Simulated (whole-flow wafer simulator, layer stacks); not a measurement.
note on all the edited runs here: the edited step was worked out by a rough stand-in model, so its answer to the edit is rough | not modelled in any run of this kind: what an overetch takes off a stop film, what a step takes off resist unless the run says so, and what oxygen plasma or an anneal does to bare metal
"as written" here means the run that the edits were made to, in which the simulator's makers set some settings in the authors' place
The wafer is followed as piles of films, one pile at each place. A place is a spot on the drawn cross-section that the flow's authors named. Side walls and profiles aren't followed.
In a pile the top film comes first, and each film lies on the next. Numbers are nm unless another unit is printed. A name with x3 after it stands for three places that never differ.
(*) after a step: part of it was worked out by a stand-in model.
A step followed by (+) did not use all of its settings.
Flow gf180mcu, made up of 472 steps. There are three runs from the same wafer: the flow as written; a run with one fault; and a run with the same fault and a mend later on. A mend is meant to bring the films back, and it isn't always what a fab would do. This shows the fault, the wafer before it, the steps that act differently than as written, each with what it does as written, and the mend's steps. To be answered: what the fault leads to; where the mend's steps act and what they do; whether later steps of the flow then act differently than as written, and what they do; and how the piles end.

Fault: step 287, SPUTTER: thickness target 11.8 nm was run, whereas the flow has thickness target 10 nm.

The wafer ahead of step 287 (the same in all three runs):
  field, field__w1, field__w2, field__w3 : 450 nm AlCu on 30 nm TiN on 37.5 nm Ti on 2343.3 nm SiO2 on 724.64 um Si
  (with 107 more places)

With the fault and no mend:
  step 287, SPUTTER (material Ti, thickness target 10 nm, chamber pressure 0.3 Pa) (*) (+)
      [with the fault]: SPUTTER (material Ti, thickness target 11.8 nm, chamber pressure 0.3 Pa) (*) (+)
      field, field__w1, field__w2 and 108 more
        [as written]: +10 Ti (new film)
        [with the fault]: +11.8 Ti (new film)
  Later steps of the flow acting differently than as written (not shown: 5 more steps that differ only slightly, by at most 2% or 0.5 nm, whichever is larger):
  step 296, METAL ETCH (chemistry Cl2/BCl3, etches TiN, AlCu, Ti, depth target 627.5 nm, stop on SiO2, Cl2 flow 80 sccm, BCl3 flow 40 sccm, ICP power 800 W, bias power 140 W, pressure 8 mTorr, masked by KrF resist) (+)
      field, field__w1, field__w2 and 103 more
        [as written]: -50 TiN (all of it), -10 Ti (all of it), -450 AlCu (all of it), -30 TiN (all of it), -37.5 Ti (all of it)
        [with the fault]: -50 TiN (all of it), -11.8 Ti (all of it), -450 AlCu (all of it), -30 TiN (all of it), -37.5 Ti (all of it)
  By the end, the piles at field__w8, contact, m1, m1__w1, m1_nw depart from the flow's by more than 2% or 0.5 nm, whichever is larger.
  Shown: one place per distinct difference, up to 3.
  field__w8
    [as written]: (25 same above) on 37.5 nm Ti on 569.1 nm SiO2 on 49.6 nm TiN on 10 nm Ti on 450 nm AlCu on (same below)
    [with the fault]: (25 same above) on 37.5 nm Ti on 567.3 nm SiO2 on 49.6 nm TiN on 11.8 nm Ti on 450 nm AlCu on (same below)
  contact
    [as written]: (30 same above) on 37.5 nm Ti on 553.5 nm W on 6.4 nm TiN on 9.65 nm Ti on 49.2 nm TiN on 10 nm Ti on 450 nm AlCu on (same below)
    [with the fault]: (30 same above) on 37.5 nm Ti on 551.7 nm W on 6.41 nm TiN on 9.66 nm Ti on 49.2 nm TiN on 11.8 nm Ti on 450 nm AlCu on (same below)

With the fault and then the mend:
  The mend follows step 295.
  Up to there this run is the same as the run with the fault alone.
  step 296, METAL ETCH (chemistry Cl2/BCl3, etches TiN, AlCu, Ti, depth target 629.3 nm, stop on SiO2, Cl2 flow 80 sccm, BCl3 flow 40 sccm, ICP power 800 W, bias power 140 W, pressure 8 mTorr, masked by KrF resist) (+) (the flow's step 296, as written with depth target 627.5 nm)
      field, field__w1, field__w2 and 103 more
        -50 TiN (all of it), -11.8 Ti (all of it), -450 AlCu (all of it), -30 TiN (all of it), -37.5 Ti (all of it)
      field__w8, contact, m1, m1__w1, m1_nw
        -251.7 KrF resist
  Later steps of the flow that are run all act as written at every place that is followed, up to a difference of at most 2% or 0.5 nm, whichever is larger.
  By the end, the piles at field__w8, contact, m1, m1__w1, m1_nw depart from the flow's by more than 2% or 0.5 nm, whichever is larger.
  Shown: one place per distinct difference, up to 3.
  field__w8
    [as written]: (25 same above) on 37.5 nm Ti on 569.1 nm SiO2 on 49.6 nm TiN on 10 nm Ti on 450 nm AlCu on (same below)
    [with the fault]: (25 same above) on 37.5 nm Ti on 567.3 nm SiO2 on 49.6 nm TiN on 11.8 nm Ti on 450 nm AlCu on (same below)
    [with the mend]: (25 same above) on 37.5 nm Ti on 567.3 nm SiO2 on 49.6 nm TiN on 11.8 nm Ti on 450 nm AlCu on (same below)
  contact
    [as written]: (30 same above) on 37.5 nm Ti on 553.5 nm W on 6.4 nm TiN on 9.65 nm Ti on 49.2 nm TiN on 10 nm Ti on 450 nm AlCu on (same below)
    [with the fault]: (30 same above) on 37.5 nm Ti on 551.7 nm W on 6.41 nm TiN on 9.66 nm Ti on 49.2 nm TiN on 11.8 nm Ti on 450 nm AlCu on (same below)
    [with the mend]: (30 same above) on 37.5 nm Ti on 551.7 nm W on 6.41 nm TiN on 9.66 nm Ti on 49.2 nm TiN on 11.8 nm Ti on 450 nm AlCu on (same below)
